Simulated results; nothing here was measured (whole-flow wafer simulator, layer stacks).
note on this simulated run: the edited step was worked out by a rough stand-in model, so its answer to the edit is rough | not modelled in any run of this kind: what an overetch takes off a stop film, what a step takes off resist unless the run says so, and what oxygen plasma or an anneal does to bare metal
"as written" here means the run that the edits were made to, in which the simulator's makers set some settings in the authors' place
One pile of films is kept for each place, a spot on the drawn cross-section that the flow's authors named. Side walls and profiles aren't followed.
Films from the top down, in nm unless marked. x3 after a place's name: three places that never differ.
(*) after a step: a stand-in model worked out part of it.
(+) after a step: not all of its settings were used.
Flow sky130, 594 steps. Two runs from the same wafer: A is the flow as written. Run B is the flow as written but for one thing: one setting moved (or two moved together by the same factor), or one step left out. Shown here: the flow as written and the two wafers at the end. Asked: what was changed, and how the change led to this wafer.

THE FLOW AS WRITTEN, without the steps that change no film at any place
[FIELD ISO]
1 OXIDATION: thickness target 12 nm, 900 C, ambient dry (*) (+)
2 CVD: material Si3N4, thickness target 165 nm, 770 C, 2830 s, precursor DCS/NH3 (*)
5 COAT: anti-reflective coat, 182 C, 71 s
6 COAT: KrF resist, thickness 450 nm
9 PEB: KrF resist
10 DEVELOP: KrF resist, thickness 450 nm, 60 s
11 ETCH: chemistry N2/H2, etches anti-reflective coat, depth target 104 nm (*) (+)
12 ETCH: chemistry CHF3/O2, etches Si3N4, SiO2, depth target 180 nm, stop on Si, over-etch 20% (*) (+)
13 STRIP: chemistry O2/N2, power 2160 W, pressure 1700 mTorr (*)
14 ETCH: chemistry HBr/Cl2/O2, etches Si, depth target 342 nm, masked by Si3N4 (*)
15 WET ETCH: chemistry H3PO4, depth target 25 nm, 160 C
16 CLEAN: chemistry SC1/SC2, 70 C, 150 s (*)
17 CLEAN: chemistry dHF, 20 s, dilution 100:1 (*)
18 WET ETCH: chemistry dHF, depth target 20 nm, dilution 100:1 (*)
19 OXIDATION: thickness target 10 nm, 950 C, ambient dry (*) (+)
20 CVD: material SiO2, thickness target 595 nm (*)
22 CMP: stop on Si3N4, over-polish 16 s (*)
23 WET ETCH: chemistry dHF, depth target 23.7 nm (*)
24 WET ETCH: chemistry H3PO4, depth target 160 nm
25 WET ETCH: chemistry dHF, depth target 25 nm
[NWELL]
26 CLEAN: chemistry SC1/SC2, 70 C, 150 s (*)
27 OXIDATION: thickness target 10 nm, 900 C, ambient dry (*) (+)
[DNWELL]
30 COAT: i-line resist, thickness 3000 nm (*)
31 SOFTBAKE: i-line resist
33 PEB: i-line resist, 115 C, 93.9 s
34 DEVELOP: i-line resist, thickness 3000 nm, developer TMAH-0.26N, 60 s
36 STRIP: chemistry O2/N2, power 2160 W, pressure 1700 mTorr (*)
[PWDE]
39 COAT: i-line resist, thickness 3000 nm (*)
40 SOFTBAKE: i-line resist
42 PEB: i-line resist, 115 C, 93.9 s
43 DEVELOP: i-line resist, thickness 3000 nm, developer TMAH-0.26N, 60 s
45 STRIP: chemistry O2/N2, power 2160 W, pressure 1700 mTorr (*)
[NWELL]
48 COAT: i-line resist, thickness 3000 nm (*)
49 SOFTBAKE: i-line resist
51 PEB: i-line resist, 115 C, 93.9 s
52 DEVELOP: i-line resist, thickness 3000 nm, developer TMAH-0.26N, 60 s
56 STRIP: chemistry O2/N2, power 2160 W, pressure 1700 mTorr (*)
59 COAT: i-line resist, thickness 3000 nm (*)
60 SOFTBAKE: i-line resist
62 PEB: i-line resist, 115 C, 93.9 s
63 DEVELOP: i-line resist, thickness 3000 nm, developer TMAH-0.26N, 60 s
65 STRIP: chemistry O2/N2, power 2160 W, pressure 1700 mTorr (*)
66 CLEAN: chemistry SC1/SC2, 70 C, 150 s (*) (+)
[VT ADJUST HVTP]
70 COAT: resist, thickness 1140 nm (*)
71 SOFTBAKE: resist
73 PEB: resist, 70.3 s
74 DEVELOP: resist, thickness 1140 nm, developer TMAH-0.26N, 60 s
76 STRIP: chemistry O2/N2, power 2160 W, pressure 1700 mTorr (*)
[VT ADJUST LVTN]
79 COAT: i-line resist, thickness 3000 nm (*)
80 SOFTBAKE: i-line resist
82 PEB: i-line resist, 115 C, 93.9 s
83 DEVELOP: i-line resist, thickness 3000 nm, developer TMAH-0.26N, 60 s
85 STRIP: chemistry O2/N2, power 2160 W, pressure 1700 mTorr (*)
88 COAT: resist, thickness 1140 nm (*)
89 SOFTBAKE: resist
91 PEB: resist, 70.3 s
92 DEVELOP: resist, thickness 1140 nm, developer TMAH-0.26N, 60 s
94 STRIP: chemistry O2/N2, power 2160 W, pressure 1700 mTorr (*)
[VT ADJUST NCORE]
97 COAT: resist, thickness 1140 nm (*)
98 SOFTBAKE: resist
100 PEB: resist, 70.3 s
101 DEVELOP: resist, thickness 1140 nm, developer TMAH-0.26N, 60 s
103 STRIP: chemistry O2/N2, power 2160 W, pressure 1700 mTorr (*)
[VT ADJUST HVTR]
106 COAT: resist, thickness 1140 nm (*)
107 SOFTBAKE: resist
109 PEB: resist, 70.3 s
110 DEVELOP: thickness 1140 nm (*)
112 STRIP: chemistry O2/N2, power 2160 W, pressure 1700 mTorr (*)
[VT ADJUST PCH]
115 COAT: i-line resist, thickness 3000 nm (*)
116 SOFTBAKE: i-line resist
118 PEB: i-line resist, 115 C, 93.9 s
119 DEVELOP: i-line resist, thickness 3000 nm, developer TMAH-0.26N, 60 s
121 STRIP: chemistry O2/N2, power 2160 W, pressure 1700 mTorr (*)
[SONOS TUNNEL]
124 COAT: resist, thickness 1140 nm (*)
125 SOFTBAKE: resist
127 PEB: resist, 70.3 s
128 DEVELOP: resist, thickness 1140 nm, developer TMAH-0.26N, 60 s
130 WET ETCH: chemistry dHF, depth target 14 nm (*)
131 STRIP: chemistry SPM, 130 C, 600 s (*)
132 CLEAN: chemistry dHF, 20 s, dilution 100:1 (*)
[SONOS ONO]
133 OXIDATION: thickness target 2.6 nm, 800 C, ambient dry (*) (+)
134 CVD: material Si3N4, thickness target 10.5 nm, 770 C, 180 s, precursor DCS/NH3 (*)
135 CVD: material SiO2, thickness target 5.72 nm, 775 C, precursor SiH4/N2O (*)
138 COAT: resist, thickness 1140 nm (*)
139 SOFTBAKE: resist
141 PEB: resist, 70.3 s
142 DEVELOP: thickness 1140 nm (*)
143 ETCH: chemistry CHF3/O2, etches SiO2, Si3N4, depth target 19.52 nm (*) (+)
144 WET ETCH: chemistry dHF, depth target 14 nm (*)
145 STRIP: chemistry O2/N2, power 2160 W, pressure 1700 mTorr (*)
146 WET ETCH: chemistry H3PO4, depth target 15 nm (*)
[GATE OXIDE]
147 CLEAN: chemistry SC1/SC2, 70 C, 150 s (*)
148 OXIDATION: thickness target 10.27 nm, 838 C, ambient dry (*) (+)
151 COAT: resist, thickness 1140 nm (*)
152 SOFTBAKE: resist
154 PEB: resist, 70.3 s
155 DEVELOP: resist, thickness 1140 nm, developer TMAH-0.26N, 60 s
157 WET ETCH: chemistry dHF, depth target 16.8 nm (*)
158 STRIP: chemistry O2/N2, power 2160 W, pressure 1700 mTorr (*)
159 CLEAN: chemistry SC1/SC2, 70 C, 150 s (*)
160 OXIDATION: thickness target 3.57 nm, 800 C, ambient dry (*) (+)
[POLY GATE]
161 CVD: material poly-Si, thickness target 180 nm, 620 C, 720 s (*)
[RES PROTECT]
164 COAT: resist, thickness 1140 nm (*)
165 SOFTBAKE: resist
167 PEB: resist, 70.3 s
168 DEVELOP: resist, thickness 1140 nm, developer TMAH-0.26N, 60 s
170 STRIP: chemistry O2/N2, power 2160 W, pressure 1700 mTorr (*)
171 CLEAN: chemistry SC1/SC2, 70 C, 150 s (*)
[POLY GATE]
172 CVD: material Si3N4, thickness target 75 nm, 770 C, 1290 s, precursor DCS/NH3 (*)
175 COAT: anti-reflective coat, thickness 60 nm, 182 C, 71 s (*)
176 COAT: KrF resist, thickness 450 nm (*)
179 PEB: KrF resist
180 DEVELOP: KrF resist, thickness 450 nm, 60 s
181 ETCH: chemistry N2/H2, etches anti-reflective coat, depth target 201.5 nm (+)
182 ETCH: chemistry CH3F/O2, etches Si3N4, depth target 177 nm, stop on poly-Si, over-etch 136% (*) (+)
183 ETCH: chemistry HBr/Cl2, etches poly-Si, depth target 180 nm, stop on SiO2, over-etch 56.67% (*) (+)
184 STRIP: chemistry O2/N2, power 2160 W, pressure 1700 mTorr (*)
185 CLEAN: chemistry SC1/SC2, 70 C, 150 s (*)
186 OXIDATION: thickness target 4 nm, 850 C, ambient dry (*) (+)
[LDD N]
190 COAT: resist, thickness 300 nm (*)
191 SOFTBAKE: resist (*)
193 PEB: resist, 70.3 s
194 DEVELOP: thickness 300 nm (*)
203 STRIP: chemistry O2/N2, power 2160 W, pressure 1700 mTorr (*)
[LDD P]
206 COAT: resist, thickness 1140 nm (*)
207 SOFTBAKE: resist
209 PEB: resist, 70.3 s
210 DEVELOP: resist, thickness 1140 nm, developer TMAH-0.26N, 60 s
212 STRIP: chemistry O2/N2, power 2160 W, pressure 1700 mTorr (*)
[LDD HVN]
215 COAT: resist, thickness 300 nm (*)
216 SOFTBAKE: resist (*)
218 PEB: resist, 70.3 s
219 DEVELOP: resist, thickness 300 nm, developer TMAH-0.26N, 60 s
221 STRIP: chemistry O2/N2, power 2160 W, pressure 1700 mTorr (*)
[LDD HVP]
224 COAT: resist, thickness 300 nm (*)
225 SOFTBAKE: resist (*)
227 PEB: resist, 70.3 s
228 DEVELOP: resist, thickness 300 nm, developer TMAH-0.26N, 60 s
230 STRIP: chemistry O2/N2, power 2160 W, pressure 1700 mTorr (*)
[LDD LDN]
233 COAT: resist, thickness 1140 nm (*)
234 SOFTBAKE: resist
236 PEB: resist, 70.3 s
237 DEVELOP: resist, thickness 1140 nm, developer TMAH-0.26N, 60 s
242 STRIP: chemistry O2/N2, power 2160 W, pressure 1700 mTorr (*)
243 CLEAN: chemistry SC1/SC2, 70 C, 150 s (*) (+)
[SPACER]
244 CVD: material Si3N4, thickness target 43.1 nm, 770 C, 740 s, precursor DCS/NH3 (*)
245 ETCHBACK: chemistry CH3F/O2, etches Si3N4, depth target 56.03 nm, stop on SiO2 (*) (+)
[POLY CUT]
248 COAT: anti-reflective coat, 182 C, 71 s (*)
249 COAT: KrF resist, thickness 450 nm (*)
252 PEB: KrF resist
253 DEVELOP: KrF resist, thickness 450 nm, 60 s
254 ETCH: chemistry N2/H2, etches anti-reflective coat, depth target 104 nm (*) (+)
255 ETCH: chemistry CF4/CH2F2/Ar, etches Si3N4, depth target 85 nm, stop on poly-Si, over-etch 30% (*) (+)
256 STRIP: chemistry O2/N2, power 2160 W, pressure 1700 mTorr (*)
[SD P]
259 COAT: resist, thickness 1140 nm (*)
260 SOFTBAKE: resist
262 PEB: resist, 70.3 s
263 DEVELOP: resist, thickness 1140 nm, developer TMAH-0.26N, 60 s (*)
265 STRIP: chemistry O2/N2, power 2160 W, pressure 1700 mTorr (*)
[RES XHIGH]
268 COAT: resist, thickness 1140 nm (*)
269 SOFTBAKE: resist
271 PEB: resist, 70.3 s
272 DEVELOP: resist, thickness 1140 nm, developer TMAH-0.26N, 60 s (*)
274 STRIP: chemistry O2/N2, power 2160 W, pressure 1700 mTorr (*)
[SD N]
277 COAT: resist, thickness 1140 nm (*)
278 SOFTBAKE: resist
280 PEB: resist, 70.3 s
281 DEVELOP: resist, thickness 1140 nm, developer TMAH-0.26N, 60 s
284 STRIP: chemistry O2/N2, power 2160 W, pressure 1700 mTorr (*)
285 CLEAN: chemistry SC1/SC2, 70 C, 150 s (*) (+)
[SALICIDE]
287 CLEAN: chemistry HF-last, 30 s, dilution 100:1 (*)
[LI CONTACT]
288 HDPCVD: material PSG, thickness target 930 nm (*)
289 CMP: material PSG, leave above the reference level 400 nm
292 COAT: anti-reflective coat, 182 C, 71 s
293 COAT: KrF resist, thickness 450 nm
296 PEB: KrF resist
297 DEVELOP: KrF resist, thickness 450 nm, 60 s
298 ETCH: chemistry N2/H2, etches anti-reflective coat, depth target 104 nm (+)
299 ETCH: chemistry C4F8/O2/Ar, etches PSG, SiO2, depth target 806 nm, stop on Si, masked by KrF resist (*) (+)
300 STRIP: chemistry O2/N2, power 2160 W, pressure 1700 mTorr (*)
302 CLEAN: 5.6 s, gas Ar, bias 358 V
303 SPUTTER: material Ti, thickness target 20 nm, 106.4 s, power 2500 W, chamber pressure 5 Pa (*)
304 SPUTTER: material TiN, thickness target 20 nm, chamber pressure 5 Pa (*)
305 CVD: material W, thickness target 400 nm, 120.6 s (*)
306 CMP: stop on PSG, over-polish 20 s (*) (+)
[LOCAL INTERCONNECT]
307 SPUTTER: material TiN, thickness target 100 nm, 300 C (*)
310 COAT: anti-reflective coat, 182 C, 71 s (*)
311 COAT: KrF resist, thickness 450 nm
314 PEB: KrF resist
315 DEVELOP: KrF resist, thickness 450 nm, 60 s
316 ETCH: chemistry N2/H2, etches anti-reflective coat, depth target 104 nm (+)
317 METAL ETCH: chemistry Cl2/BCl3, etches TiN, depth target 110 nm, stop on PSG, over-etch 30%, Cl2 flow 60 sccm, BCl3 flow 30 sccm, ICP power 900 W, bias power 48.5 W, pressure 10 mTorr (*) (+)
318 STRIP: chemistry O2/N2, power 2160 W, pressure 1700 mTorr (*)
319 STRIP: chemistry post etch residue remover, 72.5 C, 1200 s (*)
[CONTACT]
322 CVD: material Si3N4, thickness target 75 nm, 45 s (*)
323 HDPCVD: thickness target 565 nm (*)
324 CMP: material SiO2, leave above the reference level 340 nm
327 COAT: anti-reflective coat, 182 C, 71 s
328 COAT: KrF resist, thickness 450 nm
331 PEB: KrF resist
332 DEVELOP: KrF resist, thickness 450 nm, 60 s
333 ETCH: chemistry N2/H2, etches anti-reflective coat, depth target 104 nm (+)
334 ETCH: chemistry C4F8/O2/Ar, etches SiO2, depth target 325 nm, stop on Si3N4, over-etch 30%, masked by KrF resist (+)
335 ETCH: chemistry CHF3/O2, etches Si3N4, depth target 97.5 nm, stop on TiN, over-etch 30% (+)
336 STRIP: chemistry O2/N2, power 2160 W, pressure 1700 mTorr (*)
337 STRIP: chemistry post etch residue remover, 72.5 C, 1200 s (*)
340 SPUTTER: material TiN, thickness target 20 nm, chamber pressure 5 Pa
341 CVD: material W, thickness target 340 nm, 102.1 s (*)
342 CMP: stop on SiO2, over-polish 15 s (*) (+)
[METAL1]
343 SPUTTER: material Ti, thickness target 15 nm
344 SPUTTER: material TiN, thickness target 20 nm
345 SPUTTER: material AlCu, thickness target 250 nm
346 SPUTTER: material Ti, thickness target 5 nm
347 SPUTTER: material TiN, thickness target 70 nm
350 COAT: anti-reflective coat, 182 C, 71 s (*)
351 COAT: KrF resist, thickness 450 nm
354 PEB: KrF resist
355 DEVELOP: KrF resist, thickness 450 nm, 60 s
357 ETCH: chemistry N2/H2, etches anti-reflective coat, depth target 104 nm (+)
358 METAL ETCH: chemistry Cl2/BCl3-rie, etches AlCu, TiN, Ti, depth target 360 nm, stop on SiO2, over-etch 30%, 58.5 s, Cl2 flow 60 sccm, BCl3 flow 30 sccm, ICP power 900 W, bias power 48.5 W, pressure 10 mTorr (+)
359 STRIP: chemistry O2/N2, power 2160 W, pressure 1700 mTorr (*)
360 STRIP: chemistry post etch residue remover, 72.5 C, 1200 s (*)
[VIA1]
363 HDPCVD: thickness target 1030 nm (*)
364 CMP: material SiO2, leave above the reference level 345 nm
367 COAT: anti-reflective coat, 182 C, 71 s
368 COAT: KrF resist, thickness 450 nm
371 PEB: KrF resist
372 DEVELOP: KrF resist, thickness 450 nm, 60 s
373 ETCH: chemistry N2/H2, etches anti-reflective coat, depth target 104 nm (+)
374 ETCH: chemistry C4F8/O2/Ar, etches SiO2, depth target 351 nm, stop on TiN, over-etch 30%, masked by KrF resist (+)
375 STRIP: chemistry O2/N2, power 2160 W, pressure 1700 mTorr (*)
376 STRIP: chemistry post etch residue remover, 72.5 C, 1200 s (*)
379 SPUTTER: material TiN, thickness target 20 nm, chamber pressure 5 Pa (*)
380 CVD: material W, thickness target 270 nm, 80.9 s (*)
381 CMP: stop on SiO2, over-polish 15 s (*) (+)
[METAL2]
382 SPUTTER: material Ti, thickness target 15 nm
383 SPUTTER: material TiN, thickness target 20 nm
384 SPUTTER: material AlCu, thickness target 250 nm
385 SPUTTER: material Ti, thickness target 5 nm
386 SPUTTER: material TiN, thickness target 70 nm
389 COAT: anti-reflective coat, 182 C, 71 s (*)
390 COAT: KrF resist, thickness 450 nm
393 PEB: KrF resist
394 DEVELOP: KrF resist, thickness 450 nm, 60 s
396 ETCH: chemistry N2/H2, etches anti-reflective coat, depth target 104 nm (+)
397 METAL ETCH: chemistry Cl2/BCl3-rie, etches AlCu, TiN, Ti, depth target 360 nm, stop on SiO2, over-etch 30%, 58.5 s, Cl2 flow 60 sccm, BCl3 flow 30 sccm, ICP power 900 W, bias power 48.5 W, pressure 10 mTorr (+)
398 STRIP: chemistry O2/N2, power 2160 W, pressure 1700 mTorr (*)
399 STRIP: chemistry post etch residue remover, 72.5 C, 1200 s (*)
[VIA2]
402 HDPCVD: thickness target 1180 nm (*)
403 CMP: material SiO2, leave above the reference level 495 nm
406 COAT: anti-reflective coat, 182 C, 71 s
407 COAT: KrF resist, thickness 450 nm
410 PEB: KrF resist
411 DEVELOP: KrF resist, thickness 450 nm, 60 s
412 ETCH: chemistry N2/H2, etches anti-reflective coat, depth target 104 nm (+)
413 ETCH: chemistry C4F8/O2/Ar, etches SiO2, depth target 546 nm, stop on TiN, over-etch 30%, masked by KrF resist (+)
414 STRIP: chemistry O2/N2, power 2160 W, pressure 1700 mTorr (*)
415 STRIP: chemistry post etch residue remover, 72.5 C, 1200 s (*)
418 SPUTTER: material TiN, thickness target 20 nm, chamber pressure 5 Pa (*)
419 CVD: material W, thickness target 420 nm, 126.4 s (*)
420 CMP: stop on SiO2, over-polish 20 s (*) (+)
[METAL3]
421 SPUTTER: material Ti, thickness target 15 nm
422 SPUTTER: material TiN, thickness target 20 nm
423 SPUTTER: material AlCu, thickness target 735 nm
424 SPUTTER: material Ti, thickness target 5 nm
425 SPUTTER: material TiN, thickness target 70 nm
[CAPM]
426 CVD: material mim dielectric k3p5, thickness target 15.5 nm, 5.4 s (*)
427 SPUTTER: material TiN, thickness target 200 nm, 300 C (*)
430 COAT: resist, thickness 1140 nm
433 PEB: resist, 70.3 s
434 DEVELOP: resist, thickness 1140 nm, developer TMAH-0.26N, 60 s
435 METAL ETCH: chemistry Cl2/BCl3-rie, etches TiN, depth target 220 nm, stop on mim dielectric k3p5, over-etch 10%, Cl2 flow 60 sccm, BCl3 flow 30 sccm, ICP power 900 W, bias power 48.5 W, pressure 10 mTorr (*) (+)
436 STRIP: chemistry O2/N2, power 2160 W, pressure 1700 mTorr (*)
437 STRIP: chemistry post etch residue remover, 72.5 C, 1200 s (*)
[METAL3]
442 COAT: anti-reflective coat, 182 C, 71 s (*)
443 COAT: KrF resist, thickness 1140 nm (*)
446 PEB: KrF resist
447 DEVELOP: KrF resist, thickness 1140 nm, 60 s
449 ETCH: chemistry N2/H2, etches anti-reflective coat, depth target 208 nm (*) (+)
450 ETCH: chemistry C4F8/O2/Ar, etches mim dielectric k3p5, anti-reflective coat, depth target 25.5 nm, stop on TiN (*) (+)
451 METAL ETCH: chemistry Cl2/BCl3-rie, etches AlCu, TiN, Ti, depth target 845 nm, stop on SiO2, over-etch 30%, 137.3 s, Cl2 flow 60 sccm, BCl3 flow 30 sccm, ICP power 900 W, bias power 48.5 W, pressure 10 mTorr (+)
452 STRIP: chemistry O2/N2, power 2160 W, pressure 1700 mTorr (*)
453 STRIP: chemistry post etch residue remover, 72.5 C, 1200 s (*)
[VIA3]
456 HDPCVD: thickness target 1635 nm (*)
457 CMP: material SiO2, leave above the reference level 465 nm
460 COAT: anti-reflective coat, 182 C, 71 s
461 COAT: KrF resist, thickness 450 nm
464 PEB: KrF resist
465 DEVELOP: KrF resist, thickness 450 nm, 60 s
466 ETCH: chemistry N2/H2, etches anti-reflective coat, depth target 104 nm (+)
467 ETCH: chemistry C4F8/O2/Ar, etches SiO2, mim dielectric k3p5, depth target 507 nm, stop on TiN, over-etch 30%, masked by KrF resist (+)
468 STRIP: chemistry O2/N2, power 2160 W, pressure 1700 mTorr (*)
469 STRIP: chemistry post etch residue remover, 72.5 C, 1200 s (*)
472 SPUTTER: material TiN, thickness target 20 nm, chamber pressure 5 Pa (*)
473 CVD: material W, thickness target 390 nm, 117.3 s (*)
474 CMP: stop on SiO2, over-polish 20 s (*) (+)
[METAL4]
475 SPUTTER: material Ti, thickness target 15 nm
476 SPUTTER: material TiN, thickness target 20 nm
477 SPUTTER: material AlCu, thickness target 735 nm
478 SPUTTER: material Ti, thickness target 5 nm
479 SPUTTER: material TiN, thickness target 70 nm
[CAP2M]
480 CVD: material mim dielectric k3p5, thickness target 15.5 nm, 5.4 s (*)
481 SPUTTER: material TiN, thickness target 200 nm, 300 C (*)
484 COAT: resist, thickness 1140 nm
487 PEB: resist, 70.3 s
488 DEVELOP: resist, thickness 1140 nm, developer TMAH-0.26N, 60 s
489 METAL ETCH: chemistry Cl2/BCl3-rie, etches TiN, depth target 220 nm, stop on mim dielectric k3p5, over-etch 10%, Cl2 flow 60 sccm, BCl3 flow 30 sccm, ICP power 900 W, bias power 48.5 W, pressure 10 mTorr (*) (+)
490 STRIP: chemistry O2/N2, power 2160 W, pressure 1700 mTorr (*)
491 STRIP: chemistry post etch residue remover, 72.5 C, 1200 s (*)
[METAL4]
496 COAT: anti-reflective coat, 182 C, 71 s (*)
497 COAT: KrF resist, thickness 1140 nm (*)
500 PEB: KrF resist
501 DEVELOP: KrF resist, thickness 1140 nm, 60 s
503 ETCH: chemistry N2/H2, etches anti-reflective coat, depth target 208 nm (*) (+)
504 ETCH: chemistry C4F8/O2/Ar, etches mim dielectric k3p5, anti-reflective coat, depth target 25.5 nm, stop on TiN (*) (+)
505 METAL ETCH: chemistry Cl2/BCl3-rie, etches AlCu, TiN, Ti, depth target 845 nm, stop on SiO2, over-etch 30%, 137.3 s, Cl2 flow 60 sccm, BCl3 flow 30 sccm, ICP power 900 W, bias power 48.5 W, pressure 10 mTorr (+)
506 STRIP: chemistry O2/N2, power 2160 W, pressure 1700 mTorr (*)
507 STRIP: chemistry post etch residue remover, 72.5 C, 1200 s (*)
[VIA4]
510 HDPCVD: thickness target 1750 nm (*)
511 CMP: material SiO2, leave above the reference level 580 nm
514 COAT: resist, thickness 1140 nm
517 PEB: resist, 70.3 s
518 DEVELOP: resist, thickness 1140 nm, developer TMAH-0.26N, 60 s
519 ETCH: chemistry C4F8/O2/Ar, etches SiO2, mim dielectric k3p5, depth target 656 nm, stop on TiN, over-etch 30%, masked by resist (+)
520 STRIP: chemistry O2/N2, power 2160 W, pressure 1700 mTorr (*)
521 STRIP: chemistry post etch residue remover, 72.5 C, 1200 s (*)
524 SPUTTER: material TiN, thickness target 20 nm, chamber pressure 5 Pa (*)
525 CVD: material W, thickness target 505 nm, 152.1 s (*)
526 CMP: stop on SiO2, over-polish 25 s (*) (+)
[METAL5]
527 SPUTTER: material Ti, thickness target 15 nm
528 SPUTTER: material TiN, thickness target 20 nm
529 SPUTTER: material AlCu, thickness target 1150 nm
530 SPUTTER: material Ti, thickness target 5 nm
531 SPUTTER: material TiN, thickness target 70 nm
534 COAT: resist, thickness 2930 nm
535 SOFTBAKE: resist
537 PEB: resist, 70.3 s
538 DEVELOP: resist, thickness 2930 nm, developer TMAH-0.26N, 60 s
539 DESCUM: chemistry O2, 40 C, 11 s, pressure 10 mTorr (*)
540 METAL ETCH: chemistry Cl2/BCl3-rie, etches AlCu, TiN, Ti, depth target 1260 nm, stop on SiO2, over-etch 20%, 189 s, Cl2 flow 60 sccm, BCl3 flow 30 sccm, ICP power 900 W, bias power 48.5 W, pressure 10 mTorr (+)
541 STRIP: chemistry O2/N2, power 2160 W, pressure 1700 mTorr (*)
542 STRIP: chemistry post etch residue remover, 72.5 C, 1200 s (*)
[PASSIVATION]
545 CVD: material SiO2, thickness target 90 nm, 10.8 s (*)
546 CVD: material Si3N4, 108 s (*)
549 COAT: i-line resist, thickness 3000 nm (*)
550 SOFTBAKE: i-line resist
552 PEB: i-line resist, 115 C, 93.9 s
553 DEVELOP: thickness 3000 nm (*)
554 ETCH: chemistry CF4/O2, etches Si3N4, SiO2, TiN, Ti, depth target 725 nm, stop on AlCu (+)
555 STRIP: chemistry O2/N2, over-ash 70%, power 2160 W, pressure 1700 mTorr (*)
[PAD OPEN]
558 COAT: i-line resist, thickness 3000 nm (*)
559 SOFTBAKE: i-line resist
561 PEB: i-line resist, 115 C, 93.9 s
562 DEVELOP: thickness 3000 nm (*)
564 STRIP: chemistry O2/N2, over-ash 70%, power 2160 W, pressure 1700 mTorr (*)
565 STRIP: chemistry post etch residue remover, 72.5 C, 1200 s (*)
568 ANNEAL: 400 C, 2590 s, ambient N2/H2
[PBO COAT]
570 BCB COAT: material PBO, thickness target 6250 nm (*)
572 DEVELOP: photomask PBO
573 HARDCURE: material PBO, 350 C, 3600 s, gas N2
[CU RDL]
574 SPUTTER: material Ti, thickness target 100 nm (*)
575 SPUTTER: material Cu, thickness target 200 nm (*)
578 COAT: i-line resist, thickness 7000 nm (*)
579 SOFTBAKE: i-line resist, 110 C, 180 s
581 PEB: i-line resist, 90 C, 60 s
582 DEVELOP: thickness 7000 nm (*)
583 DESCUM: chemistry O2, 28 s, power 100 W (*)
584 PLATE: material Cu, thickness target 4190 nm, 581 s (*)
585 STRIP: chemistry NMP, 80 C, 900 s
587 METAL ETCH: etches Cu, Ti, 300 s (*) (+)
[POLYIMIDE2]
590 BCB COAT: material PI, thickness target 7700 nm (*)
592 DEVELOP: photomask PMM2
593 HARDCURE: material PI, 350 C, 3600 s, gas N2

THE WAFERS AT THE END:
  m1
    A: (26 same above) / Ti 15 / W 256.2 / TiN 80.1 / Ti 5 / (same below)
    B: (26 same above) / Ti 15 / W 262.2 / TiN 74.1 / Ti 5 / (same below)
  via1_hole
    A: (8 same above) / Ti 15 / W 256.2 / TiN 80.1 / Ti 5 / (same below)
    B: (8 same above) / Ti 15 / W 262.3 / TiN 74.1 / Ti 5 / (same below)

The cause: step 379, SPUTTER: thickness target 9 nm was run, where the flow has thickness target 20 nm.

How the change led to this, step by step:
  379 SPUTTER: material TiN, thickness target 20 nm, chamber pressure 5 Pa (*)
      field, active, n_well and 186 more: A TiN +20 (new film) | B TiN +9 (new film)
      m1: A TiN +11 | B TiN +4.95
      (and at 1 more place)
  381 CMP: stop on SiO2, over-polish 15 s (*) (+)
      field, active, n_well and 186 more: A W -270 (all of it), TiN -20 (all of it), SiO2 -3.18 | B W -270 (all of it), TiN -9 (all of it), SiO2 -3.18
      m1, via1_hole: A W -293.6 | B W -282.6
